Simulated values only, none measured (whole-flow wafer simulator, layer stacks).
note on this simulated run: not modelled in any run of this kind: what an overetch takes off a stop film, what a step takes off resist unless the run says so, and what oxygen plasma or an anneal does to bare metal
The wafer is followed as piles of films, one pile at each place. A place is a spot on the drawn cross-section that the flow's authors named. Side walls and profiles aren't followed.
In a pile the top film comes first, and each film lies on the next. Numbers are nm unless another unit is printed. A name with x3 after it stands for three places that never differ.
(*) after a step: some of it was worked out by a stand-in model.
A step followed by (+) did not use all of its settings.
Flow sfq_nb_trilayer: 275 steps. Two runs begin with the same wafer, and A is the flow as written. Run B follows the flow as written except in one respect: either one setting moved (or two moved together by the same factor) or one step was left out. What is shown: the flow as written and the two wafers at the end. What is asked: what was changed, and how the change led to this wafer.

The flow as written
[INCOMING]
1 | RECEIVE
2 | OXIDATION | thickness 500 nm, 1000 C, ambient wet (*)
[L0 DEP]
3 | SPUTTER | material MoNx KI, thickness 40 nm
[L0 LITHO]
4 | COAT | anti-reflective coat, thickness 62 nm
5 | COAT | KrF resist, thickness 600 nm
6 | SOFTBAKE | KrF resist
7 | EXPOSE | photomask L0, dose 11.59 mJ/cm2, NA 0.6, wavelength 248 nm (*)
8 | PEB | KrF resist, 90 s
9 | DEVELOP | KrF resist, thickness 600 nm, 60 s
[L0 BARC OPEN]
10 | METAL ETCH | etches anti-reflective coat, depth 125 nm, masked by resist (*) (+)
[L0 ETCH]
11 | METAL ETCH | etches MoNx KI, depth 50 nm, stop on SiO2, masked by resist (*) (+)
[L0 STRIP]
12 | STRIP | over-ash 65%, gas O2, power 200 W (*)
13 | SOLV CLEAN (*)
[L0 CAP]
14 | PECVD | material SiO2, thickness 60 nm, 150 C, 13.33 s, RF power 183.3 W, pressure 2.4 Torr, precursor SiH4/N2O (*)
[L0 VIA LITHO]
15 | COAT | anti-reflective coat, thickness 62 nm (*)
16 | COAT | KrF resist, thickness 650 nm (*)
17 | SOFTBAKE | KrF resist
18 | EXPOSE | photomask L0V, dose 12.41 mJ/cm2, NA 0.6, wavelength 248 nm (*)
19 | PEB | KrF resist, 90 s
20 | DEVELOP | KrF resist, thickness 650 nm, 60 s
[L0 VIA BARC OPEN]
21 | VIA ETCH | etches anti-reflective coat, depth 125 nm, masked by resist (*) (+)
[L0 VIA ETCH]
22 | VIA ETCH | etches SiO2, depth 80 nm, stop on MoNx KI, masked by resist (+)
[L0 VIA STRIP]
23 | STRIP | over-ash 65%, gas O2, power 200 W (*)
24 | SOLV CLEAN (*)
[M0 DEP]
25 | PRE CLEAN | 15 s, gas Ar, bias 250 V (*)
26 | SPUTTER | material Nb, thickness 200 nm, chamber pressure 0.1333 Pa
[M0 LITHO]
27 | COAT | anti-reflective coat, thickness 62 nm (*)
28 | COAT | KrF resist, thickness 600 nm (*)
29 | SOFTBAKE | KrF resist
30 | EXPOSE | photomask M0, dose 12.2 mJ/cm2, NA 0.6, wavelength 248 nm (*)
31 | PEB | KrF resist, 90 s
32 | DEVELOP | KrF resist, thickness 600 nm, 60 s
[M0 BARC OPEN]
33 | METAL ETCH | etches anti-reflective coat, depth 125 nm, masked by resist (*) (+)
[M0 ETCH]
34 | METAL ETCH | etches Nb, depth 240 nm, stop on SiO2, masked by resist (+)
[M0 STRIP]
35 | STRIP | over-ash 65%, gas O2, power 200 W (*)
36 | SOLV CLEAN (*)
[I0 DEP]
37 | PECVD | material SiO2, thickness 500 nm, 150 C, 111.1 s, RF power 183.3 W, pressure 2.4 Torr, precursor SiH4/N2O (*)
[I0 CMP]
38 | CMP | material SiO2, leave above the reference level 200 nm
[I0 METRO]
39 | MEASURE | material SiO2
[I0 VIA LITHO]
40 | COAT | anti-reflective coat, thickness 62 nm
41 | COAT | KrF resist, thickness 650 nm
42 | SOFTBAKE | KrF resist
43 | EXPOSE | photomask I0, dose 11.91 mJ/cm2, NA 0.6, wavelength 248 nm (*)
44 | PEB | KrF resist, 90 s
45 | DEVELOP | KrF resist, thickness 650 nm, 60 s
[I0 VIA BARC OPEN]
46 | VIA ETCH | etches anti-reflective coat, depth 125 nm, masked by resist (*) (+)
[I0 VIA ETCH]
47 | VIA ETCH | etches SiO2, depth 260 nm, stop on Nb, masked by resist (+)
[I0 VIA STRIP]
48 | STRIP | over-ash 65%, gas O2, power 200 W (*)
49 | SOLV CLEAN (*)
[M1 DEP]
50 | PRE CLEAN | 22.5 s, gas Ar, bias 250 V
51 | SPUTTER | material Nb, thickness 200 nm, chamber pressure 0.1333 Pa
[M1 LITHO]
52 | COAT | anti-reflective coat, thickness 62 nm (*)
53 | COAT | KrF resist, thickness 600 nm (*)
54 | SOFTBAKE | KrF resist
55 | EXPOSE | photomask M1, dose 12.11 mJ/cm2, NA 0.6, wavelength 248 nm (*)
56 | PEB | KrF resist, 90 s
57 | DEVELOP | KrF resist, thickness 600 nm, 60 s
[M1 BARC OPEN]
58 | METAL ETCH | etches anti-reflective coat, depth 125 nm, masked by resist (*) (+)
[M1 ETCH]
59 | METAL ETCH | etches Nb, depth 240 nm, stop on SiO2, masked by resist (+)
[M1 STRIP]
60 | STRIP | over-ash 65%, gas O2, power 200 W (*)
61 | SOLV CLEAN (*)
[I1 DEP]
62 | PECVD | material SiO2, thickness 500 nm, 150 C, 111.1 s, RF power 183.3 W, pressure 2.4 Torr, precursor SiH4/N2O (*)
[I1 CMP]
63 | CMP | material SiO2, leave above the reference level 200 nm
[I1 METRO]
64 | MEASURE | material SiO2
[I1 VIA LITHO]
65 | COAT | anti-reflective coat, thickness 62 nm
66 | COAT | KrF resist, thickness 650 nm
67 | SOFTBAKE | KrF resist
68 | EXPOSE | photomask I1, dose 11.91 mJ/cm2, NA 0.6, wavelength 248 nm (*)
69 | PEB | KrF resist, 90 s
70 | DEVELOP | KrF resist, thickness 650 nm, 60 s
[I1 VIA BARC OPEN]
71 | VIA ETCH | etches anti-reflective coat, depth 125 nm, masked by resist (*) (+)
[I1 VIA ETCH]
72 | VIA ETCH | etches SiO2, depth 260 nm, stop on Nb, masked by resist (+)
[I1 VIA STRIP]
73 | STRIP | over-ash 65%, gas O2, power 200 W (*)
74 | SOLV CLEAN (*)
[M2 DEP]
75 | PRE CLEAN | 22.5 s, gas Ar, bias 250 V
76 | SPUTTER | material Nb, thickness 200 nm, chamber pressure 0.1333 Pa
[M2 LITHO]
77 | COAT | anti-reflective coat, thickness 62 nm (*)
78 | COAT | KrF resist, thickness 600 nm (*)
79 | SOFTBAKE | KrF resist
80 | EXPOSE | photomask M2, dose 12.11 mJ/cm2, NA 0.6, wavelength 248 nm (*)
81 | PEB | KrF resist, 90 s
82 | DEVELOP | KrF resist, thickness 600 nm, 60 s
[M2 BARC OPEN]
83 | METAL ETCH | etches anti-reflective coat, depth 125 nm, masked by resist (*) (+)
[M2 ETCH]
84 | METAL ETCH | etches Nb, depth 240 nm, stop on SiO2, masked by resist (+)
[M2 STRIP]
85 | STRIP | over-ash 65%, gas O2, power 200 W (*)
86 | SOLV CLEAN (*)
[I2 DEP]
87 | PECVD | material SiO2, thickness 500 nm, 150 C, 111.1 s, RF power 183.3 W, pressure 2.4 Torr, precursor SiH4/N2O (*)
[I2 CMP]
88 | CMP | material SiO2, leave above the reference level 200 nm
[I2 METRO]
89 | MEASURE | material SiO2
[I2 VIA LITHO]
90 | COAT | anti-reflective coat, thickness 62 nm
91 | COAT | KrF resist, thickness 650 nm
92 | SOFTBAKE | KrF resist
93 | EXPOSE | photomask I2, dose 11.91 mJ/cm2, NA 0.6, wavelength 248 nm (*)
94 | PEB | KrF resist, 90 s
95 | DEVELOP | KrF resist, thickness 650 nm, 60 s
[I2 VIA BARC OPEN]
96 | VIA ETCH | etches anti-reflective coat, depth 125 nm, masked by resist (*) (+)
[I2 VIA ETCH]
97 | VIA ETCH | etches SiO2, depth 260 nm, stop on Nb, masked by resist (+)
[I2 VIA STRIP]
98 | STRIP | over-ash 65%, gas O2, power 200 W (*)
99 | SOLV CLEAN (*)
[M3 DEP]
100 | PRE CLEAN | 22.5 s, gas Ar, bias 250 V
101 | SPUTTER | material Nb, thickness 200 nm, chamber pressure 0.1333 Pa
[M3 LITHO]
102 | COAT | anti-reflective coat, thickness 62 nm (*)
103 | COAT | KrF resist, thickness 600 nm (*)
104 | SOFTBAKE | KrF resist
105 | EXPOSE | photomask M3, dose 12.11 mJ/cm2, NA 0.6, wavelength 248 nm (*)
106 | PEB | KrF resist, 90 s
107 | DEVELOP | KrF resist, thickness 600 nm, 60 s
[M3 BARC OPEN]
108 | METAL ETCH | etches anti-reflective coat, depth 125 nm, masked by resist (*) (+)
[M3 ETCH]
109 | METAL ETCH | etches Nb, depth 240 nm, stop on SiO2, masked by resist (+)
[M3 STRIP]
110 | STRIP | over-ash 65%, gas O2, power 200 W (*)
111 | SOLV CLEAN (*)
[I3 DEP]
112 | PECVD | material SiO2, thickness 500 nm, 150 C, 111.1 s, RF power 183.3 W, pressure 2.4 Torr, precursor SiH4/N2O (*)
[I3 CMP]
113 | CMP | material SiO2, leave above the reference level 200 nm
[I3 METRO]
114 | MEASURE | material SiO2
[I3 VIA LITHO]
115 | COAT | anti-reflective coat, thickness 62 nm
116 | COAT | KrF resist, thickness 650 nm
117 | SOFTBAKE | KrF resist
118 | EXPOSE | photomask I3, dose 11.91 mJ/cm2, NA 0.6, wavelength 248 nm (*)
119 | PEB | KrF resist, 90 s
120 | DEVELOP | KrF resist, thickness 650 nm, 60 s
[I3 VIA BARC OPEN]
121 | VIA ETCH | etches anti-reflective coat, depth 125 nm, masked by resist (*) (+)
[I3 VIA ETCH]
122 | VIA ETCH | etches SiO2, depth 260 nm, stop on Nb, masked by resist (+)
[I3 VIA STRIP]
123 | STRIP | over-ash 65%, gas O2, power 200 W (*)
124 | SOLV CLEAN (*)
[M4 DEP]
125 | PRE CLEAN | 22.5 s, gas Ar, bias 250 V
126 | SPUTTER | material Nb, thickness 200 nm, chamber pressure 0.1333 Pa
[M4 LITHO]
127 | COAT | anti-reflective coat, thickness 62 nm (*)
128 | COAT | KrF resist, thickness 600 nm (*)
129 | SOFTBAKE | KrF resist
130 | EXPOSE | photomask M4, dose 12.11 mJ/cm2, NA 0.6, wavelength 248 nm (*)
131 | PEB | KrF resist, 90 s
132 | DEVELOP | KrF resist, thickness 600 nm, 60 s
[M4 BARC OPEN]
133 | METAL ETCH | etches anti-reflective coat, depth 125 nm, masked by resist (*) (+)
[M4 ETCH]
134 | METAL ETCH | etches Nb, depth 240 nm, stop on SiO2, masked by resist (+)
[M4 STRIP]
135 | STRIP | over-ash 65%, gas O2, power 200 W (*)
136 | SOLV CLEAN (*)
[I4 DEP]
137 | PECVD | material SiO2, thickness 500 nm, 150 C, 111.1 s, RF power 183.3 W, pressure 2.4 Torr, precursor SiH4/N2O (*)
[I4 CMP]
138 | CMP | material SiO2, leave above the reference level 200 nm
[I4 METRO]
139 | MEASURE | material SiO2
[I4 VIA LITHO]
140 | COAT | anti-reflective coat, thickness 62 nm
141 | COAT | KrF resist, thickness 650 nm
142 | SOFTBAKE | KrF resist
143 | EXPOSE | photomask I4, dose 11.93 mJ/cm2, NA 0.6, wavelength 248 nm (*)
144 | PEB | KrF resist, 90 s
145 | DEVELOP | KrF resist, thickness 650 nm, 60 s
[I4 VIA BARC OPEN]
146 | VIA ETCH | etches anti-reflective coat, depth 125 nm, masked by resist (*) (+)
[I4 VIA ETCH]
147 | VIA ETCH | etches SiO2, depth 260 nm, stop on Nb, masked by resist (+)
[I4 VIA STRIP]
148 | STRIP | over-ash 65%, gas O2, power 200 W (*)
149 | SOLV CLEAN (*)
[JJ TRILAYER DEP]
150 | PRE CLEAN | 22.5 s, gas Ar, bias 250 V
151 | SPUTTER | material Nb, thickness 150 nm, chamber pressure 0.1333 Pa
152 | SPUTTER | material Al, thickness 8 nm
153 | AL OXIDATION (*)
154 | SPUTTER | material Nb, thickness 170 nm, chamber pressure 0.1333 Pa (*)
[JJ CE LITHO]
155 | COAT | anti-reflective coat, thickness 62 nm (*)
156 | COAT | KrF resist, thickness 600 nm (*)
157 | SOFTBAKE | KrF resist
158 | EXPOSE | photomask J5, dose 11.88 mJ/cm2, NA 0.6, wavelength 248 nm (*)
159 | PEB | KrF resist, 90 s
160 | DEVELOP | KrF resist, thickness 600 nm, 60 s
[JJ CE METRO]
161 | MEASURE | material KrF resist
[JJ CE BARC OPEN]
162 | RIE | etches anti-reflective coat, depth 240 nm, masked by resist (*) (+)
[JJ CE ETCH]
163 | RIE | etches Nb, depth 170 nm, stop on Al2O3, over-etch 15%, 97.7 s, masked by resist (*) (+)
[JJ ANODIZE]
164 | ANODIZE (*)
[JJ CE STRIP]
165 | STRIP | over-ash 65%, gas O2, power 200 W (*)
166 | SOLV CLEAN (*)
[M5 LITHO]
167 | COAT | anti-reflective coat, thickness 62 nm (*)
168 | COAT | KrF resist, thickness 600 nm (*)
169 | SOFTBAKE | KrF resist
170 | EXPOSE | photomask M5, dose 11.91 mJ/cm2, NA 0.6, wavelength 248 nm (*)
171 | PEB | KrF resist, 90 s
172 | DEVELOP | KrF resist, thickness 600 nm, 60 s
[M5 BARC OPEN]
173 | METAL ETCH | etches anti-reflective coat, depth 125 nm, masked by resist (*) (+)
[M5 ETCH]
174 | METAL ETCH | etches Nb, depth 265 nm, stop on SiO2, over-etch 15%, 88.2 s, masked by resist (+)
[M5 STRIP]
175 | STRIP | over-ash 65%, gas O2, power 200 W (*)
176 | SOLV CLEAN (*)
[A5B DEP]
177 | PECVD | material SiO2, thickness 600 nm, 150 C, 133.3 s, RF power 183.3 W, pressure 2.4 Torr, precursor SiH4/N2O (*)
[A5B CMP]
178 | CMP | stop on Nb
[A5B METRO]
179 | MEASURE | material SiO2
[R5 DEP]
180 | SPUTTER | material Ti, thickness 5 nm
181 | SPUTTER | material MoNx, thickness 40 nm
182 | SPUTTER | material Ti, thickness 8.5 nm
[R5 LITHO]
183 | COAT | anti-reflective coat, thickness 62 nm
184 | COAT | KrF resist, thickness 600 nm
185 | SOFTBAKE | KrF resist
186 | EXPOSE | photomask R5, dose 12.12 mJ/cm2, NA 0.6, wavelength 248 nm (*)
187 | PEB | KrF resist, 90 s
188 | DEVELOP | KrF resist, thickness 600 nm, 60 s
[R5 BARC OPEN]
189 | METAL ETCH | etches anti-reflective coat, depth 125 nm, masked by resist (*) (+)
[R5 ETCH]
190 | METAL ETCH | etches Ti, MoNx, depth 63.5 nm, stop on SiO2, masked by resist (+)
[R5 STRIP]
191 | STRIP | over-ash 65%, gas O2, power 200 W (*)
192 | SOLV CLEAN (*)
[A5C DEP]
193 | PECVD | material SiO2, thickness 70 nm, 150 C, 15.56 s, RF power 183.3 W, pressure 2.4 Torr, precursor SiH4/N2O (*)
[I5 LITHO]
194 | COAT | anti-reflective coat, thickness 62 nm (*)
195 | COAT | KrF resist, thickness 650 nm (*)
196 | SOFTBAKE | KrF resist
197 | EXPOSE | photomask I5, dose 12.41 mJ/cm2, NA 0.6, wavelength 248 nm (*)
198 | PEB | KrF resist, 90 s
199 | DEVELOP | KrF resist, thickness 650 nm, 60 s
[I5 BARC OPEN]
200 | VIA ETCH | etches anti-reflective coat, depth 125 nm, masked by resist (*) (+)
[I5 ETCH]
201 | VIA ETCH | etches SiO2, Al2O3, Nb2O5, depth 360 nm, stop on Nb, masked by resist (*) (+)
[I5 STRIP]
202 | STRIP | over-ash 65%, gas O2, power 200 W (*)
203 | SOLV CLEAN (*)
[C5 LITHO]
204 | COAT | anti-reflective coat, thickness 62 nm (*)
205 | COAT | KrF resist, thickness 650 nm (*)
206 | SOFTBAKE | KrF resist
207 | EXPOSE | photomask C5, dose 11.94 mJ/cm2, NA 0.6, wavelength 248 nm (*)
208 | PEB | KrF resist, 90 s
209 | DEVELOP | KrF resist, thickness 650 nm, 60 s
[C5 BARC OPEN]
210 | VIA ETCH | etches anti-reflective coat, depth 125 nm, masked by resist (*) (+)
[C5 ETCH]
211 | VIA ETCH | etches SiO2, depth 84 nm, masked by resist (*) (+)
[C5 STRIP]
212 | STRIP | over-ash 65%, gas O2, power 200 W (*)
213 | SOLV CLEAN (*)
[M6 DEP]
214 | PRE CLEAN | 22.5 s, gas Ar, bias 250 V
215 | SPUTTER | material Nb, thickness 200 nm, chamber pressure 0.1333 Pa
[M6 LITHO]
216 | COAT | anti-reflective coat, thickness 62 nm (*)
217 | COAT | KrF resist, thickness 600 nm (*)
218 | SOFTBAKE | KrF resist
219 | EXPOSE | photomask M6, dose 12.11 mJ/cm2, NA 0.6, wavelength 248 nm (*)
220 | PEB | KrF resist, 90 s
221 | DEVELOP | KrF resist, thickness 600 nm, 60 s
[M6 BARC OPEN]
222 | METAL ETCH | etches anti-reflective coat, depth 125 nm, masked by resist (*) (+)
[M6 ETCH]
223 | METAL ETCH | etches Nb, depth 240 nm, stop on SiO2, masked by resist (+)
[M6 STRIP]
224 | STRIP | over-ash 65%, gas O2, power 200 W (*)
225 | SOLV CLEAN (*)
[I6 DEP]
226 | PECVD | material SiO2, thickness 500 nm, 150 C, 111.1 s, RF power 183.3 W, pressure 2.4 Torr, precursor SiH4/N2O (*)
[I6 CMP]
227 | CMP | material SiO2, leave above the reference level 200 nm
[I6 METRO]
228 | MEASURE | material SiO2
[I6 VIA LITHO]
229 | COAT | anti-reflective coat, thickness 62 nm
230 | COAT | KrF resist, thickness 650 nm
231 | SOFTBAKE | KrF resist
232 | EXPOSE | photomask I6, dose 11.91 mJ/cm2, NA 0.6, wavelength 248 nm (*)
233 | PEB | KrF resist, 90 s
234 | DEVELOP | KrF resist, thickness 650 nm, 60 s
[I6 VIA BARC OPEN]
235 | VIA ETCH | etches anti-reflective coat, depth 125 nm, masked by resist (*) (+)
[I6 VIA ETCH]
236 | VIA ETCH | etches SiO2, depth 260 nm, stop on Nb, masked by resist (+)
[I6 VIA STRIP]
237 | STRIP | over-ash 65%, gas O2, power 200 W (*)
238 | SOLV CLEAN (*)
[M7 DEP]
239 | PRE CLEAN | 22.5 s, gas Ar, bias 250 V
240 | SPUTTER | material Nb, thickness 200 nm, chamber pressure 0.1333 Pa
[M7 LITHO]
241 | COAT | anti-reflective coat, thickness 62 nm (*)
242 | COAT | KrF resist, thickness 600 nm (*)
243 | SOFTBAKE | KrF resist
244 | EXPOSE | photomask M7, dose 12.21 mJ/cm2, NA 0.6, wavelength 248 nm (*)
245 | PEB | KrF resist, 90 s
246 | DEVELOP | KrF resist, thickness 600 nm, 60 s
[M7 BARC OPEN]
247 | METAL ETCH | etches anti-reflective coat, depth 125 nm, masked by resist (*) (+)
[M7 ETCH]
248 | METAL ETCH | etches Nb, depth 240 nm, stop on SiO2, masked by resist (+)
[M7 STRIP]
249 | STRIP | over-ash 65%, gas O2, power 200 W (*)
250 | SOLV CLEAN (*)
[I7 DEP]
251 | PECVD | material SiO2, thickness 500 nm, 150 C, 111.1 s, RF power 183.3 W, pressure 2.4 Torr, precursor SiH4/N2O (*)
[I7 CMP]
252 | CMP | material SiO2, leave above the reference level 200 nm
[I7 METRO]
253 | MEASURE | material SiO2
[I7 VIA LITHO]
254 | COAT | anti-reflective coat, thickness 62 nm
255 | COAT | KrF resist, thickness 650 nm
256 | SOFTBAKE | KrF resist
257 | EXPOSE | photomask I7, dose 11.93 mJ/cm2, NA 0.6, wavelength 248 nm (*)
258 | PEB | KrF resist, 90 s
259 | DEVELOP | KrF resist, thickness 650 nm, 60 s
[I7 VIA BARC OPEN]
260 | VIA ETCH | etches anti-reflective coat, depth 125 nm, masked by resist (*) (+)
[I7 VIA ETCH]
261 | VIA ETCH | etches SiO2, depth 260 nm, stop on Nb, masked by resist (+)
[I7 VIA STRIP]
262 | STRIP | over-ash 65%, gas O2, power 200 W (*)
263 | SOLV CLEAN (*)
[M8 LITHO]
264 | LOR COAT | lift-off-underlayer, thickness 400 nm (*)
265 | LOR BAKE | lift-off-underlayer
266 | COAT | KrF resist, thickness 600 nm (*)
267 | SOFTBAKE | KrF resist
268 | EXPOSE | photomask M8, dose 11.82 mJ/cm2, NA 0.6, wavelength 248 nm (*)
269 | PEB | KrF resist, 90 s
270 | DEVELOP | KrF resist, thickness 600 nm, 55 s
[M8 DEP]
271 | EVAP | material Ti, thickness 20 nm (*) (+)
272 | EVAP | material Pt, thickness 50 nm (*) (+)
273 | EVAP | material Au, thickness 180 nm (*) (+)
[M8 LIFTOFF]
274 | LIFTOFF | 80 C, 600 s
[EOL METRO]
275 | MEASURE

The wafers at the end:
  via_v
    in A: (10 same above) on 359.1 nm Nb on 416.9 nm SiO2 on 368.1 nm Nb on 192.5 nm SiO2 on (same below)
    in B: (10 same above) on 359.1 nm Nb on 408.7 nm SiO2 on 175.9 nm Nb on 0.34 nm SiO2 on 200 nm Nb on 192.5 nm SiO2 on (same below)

Cause: step 72, VIA ETCH: depth 192 nm was run, though the flow has depth 260 nm.

Step by step, how the change led to this:
  72 | VIA ETCH | etches SiO2, depth 260 nm, stop on Nb, masked by resist (+)
      via_v: A -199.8 SiO2 (all of it) | B -192 SiO2
      field_l, v_sur, via_wl and 102 more: A -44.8 KrF resist | B -33.1 KrF resist
  73 | STRIP | over-ash 65%, gas O2, power 200 W (*)
      field_l, v_sur, via_wl and 102 more: A -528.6 KrF resist (all of it), -62 anti-reflective coat (all of it) | B -540.3 KrF resist (all of it), -62 anti-reflective coat (all of it)
  75 | PRE CLEAN | 22.5 s, gas Ar, bias 250 V
      via_v: A -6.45 Nb | B -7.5 SiO2
  76 | SPUTTER | material Nb, thickness 200 nm, chamber pressure 0.1333 Pa
      via_v: A +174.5 Nb | B +175.9 Nb (new film)
With metal films that touch counted as one body, via_v has 7 bodies (between them, from the top down: SiO2 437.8; SiO2 209 / Al2O3 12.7 / Nb2O5 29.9; SiO2 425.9; SiO2 408.7; SiO2 0.34; SiO2 192.5); the flow as written gives 6 bodies (between them, from the top down: SiO2 437.8; SiO2 209 / Al2O3 12.7 / Nb2O5 29.9; SiO2 425.9; SiO2 416.9; SiO2 192.5).
